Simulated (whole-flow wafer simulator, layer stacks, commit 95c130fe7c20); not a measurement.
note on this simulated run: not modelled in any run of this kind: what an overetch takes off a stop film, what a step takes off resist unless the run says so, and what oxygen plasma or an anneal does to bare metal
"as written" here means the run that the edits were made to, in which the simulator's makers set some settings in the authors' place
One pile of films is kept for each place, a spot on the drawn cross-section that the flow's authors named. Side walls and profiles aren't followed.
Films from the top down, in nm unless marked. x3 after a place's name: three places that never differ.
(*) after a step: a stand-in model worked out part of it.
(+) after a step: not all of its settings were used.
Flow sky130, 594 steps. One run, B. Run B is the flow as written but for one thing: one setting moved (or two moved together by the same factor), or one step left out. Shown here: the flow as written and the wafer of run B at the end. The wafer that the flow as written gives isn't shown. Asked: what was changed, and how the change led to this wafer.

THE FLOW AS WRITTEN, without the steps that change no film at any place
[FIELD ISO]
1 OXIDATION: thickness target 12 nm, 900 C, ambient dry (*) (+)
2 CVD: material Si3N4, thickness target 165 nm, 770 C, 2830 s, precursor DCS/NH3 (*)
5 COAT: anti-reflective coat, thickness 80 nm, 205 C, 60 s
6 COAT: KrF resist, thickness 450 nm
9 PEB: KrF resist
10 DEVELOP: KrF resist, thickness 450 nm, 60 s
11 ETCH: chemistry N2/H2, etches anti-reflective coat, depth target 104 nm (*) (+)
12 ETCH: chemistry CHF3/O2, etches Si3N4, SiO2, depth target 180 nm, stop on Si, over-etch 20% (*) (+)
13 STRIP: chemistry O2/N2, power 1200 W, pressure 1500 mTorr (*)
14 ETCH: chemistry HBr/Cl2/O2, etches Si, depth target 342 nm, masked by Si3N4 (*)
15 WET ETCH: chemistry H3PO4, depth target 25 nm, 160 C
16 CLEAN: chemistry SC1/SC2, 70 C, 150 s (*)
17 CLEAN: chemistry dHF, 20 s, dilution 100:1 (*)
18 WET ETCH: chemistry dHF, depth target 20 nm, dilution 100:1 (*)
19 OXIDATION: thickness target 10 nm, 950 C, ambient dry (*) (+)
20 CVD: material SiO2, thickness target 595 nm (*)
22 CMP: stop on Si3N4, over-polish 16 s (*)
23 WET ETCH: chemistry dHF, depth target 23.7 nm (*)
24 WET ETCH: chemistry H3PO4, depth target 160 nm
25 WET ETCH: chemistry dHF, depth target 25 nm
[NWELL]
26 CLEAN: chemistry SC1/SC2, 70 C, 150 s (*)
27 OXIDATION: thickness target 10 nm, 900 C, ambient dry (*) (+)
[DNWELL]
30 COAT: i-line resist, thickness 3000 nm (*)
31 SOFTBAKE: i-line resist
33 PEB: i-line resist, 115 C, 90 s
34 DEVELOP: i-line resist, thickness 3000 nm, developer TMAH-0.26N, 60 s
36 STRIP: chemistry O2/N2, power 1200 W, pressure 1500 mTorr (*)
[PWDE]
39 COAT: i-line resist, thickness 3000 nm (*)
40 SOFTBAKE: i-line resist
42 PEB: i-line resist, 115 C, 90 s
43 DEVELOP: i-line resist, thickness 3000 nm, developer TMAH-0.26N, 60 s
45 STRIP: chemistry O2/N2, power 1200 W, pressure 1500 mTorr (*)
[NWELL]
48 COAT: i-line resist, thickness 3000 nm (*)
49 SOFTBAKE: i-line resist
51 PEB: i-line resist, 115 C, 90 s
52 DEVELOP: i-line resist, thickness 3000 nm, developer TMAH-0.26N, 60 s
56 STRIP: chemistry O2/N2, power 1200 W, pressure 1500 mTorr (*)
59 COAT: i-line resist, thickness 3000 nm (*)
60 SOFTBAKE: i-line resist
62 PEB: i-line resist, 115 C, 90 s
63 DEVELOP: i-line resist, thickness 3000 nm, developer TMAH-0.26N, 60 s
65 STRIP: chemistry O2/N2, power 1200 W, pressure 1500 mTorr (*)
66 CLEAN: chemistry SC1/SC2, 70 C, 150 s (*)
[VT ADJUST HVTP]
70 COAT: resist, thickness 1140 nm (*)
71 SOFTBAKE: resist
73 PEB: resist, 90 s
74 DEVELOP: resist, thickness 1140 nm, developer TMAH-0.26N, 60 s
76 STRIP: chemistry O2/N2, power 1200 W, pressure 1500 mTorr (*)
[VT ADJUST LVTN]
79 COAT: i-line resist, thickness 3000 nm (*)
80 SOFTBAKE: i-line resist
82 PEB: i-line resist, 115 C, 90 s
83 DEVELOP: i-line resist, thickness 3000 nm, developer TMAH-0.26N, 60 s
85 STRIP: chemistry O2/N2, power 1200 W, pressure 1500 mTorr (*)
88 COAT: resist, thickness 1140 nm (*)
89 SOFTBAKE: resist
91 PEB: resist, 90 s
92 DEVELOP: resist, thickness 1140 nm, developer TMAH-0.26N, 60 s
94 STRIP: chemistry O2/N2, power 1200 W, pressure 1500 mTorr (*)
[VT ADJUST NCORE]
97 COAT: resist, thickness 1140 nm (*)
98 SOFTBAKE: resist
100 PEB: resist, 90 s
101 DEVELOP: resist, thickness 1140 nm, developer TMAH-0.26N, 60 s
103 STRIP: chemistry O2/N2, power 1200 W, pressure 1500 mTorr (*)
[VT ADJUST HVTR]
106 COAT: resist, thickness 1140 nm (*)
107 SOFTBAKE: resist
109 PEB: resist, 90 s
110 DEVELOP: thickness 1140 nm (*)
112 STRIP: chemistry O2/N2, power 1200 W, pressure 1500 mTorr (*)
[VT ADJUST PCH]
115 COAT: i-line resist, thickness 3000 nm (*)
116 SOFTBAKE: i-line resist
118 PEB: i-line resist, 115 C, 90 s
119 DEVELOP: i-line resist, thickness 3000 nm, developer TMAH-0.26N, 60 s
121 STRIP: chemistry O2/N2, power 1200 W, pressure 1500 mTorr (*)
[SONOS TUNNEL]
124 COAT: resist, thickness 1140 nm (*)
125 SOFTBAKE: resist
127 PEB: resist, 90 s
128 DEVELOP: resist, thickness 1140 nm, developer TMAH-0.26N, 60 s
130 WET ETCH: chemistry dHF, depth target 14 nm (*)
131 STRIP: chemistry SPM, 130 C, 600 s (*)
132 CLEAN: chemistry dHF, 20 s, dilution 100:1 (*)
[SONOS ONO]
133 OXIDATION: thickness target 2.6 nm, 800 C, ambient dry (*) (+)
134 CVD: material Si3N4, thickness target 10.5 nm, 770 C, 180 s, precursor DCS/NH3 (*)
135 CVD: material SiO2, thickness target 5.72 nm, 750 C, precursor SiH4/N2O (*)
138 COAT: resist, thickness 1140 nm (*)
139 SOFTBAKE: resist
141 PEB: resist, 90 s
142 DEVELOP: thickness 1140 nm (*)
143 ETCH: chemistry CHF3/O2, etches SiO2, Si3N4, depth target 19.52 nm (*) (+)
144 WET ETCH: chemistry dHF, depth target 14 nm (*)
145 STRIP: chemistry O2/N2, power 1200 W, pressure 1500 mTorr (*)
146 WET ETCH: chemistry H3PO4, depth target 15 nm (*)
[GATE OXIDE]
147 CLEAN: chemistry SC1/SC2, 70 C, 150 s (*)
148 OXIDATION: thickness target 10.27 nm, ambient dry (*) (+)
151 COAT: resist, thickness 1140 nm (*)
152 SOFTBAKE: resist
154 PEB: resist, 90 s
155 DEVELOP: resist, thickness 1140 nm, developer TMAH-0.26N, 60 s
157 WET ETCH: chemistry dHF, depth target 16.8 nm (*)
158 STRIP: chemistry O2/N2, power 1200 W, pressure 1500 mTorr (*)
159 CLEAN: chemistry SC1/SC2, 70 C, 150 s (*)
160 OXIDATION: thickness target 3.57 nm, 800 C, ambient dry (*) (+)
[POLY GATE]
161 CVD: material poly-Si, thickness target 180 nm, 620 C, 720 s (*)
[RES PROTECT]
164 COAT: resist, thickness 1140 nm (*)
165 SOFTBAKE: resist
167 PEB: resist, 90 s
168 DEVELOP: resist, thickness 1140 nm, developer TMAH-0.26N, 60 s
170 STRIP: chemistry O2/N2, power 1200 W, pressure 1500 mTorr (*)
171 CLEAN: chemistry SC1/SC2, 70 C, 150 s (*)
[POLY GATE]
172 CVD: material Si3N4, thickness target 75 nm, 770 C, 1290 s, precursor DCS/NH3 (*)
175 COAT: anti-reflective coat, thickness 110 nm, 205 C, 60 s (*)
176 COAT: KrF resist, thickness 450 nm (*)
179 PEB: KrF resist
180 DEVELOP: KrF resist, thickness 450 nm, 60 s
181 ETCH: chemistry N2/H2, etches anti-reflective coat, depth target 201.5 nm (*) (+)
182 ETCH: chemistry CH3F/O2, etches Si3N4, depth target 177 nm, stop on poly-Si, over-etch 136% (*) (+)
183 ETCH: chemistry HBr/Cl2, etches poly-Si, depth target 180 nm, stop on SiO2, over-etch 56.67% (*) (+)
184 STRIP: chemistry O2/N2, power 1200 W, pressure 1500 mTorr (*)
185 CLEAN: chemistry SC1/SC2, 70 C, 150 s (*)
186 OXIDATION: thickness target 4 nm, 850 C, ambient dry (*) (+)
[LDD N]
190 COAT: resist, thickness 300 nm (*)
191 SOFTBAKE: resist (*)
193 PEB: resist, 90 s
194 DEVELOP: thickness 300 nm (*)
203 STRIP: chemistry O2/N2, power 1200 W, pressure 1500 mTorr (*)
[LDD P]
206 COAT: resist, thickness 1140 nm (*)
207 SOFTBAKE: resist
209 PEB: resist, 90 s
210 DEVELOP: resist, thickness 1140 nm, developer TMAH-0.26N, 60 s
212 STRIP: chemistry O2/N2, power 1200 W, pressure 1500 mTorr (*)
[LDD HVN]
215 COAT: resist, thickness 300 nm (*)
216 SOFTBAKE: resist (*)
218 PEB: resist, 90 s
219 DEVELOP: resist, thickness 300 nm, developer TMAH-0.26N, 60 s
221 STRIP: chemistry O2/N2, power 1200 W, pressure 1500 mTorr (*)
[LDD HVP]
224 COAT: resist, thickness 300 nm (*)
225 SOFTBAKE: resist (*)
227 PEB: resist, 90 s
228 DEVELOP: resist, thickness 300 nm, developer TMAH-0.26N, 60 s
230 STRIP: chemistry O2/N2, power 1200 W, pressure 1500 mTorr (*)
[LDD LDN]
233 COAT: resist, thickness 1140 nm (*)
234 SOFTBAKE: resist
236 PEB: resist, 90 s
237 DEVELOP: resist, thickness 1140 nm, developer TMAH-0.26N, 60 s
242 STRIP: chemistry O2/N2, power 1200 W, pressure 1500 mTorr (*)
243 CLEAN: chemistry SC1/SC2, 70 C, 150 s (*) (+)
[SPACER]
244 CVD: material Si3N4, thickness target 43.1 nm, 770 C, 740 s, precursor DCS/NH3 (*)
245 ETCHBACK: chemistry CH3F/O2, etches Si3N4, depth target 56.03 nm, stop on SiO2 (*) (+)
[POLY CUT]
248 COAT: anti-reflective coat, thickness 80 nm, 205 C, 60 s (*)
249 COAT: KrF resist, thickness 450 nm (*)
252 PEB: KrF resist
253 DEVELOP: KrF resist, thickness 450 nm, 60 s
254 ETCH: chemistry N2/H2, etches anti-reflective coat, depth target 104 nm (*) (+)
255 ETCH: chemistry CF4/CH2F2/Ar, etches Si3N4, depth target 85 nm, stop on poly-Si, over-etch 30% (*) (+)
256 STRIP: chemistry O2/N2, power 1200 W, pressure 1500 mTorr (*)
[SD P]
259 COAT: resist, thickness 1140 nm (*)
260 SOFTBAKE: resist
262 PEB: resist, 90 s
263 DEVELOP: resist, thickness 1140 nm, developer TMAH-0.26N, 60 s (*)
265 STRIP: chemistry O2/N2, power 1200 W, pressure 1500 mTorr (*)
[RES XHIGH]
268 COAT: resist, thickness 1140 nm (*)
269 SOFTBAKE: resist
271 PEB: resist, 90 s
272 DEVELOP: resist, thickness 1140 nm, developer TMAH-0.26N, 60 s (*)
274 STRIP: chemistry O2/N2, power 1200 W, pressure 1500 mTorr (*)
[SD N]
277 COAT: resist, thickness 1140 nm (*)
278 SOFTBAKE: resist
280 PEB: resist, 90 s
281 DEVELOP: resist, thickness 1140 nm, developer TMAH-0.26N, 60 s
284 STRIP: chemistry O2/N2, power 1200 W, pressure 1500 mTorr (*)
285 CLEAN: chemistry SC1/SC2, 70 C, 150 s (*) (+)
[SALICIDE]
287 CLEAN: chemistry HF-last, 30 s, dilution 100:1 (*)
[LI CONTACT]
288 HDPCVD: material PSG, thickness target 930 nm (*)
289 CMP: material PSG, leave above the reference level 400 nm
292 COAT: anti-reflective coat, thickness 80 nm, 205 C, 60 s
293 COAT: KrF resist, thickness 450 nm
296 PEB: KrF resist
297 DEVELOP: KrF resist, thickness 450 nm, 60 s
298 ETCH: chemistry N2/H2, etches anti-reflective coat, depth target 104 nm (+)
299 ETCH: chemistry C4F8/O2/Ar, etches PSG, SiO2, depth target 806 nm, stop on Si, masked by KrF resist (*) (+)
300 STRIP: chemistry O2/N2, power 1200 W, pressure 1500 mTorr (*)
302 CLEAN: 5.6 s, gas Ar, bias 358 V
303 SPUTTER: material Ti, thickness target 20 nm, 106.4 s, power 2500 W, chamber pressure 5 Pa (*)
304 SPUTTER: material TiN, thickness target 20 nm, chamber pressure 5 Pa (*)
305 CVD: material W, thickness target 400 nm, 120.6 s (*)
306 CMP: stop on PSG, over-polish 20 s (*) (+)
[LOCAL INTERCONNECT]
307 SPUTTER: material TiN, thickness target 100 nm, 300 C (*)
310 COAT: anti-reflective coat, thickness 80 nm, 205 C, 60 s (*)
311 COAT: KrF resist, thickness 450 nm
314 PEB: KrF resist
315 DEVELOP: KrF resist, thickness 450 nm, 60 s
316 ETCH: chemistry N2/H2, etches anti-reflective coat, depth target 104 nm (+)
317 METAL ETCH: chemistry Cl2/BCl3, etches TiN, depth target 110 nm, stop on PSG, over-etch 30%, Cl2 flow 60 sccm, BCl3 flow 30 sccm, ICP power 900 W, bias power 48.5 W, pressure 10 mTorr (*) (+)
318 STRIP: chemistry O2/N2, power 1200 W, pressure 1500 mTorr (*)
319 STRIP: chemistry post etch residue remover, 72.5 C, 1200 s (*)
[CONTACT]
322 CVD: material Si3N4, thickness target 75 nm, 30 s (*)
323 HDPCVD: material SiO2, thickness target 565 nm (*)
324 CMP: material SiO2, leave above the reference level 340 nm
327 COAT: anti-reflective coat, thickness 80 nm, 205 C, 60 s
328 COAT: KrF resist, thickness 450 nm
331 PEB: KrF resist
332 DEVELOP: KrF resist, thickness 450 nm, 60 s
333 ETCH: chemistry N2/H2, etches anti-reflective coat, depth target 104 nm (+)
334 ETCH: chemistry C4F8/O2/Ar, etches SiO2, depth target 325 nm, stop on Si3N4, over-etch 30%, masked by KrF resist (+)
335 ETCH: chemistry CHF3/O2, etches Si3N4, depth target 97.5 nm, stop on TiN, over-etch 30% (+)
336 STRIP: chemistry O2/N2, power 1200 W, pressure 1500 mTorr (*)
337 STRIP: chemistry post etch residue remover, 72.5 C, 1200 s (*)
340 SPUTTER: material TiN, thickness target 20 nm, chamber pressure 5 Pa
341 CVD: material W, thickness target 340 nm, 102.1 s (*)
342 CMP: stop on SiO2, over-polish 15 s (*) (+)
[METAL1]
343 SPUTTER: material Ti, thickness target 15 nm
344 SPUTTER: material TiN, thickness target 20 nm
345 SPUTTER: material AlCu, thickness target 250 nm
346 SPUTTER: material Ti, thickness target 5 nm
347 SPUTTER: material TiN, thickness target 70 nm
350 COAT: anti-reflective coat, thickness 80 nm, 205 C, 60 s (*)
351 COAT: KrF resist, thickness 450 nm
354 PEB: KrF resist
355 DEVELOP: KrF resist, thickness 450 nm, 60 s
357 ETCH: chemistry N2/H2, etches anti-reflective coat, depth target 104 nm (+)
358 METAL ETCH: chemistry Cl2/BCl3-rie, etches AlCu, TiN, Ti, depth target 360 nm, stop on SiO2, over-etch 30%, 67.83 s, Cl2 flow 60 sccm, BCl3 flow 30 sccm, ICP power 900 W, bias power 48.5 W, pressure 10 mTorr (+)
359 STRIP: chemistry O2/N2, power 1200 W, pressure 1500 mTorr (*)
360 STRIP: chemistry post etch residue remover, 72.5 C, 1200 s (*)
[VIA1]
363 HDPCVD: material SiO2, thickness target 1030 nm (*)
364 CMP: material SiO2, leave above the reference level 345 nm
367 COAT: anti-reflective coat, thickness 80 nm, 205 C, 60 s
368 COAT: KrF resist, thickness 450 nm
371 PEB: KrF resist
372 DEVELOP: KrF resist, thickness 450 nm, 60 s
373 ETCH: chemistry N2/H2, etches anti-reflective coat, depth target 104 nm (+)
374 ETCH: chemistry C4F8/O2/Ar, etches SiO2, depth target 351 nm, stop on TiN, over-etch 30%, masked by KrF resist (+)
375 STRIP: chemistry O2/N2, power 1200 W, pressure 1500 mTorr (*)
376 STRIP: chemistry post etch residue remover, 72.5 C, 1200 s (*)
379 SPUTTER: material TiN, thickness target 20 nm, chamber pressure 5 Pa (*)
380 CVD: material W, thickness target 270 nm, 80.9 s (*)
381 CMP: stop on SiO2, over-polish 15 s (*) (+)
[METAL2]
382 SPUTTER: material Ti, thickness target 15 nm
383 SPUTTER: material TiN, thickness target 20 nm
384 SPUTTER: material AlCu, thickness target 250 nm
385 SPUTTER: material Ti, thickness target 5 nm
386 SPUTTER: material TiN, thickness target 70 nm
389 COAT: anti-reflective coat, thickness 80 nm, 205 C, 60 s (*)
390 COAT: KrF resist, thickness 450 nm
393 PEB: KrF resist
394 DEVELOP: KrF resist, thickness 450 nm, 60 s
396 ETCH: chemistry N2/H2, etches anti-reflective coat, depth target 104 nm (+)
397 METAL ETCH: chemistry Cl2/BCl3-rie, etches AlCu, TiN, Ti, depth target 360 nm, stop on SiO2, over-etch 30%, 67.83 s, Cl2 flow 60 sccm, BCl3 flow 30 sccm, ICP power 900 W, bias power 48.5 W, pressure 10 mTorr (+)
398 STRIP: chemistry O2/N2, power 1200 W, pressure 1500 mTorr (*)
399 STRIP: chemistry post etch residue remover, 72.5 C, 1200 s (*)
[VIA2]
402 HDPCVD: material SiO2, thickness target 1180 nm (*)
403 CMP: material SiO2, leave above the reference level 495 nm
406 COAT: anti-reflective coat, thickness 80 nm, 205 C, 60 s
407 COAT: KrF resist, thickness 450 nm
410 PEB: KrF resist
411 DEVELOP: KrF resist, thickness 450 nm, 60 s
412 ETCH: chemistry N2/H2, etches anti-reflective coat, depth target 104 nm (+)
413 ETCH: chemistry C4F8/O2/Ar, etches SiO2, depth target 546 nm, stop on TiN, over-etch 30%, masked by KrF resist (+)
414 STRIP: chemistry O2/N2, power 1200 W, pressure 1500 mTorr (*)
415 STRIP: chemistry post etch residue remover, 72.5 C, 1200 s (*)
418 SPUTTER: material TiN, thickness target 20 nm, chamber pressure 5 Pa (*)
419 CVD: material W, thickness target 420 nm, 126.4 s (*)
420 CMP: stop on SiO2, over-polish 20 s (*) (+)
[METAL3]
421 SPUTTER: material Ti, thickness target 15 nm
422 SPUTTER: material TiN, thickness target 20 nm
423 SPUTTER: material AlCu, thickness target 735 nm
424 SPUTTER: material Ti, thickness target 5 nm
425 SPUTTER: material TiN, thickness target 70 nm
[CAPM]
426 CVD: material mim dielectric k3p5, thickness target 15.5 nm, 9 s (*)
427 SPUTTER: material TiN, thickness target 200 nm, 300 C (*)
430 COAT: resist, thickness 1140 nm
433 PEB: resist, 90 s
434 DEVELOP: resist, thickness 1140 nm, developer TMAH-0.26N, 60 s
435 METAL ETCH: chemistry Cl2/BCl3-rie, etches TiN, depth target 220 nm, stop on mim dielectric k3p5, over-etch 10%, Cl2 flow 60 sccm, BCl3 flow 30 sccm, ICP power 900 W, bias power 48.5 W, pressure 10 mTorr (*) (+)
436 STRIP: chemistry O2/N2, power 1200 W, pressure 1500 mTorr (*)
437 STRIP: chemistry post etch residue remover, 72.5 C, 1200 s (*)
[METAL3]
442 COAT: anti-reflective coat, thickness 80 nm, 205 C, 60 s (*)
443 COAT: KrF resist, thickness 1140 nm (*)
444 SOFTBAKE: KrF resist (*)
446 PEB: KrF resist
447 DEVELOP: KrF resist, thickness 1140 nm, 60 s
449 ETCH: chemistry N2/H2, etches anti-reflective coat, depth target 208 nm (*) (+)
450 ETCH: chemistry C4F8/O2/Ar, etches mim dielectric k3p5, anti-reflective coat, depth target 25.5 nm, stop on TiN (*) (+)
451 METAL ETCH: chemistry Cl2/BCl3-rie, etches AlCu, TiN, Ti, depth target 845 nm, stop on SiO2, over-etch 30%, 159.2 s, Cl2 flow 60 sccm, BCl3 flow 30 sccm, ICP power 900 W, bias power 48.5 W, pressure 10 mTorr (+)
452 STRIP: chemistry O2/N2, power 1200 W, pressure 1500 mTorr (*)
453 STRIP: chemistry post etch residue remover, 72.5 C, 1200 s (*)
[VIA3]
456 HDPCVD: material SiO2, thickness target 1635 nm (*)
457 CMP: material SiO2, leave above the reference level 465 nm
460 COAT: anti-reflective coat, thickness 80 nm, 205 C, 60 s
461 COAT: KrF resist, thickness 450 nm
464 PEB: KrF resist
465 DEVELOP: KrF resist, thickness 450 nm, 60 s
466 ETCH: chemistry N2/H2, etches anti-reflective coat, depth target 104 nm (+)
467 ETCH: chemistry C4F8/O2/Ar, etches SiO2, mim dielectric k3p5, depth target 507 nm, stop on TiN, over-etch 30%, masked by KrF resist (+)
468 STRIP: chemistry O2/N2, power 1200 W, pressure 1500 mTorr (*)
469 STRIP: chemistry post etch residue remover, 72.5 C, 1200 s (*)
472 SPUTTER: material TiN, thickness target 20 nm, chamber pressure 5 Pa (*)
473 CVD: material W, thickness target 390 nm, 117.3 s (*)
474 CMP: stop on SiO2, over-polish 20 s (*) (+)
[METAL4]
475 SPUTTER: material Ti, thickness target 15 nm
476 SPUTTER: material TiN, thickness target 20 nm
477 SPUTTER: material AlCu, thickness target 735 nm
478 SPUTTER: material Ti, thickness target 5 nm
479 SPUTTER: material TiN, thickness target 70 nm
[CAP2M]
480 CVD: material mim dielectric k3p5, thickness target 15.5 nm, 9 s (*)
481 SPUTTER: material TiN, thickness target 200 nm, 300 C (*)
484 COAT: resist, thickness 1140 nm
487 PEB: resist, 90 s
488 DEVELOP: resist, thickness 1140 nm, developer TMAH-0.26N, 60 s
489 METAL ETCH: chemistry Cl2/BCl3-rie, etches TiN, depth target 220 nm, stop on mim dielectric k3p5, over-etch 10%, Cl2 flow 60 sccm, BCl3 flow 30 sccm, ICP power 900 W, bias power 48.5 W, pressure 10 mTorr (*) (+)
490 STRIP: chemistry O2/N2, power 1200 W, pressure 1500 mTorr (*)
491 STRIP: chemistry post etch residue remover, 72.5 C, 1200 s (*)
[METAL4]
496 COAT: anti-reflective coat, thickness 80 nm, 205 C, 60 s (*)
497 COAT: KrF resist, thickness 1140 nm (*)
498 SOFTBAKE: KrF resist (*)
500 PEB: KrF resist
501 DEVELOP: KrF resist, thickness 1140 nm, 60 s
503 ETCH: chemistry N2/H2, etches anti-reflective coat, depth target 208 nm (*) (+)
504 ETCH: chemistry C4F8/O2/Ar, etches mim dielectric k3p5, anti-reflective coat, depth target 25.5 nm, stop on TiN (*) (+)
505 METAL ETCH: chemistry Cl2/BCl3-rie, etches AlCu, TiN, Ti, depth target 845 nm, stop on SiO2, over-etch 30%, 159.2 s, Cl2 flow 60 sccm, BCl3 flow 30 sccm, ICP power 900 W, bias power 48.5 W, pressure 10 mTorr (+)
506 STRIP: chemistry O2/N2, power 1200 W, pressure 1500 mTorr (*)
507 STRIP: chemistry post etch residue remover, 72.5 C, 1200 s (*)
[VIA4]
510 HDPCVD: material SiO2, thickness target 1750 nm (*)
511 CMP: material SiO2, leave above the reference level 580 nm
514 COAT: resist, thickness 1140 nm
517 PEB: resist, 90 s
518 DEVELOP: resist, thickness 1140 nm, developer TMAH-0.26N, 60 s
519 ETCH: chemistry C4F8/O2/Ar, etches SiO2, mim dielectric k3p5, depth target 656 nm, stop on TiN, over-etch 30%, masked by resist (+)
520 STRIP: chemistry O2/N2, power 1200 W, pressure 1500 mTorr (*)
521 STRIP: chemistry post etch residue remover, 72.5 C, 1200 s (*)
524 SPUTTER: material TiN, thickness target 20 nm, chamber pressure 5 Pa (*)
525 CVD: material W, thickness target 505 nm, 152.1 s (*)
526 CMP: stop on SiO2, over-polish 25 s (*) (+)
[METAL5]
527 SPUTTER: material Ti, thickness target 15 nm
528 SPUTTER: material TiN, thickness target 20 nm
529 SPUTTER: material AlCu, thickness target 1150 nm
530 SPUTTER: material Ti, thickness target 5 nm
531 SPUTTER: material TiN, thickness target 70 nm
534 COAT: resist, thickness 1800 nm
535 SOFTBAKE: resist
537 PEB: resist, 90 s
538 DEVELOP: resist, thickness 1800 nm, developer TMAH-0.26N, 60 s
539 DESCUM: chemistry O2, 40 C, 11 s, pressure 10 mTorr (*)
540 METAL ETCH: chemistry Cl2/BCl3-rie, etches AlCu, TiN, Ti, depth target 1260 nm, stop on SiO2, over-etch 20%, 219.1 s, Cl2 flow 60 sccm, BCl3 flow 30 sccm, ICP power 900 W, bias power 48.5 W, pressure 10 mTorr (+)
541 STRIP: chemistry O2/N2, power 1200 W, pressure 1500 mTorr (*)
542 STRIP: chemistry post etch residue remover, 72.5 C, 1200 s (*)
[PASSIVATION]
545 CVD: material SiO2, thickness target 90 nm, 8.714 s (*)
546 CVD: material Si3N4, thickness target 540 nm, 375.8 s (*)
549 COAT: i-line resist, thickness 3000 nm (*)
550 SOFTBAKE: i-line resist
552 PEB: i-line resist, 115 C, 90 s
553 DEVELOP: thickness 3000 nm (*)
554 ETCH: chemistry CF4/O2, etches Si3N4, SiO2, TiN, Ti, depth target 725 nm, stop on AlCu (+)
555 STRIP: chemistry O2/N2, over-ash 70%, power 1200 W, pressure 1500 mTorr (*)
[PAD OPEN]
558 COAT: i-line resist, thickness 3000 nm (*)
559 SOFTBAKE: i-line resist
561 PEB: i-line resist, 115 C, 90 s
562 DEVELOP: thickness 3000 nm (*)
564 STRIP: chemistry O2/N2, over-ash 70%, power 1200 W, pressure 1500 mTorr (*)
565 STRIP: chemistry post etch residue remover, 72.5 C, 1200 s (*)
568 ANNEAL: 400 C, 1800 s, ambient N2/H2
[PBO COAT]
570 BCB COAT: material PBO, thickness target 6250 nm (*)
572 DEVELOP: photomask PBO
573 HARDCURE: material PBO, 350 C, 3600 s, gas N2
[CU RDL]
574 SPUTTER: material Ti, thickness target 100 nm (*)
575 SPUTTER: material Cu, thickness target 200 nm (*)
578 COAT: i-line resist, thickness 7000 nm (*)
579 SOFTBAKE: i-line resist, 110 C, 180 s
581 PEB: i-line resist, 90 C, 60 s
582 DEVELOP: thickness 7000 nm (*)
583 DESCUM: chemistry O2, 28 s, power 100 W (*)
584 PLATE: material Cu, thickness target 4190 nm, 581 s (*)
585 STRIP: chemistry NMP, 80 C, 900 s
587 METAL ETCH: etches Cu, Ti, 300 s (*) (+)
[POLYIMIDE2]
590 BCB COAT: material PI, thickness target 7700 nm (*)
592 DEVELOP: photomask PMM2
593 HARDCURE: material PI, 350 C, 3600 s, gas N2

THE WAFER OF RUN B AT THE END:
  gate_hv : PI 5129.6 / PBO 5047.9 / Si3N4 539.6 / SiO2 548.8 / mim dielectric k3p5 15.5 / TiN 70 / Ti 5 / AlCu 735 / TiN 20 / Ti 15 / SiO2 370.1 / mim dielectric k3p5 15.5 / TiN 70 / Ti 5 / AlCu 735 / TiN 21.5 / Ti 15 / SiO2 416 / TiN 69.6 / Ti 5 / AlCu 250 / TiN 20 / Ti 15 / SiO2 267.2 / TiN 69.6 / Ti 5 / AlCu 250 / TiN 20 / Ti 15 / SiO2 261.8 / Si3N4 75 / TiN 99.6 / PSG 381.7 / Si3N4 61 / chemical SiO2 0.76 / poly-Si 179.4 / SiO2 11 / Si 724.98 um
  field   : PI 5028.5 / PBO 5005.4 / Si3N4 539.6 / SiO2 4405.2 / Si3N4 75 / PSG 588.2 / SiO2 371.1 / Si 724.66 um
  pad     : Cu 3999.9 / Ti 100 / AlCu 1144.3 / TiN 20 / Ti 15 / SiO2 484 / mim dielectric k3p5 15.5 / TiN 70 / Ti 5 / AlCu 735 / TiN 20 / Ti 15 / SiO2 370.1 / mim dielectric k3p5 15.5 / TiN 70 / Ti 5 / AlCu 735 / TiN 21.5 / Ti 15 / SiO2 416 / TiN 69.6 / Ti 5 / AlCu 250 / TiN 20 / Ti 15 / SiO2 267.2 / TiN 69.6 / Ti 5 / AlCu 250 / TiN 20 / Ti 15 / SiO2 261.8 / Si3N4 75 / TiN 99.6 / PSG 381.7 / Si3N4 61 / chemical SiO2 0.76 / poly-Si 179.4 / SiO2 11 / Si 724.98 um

The cause: step 422, SPUTTER: thickness target 21.5 nm was run, where the flow has thickness target 20 nm.
It can be read off the wafer: gate_hv has TiN 21.5, and step 422 as written asks for 20 nm.

How the change led to this, step by step:
  422 SPUTTER: material TiN, thickness target 20 nm
      field, active, n_well and 188 more: TiN +21.5 (new film) (as written it would be: TiN +20 (new film))
  451 METAL ETCH: chemistry Cl2/BCl3-rie, etches AlCu, TiN, Ti, depth target 845 nm, stop on SiO2, over-etch 30%, 159.2 s, Cl2 flow 60 sccm, BCl3 flow 30 sccm, ICP power 900 W, bias power 48.5 W, pressure 10 mTorr (+)
      field, active, gate and 69 more: TiN -70 (all of it), Ti -5 (all of it), AlCu -735 (all of it), TiN -21.5 (all of it), Ti -15 (all of it), SiO2 -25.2 (as written it would be: TiN -70 (all of it), Ti -5 (all of it), AlCu -735 (all of it), TiN -20 (all of it), Ti -15 (all of it), SiO2 -25.4)
      vpp_ln, vpp_iso2, ndiff_ln and 10 more: TiN -70 (all of it), Ti -5 (all of it), AlCu -735 (all of it), TiN -21.5 (all of it), Ti -15 (all of it), SiO2 -25.2 (as written it would be: TiN -70 (all of it), Ti -5 (all of it), AlCu -735 (all of it), TiN -20 (all of it), Ti -15 (all of it), SiO2 -25.3)
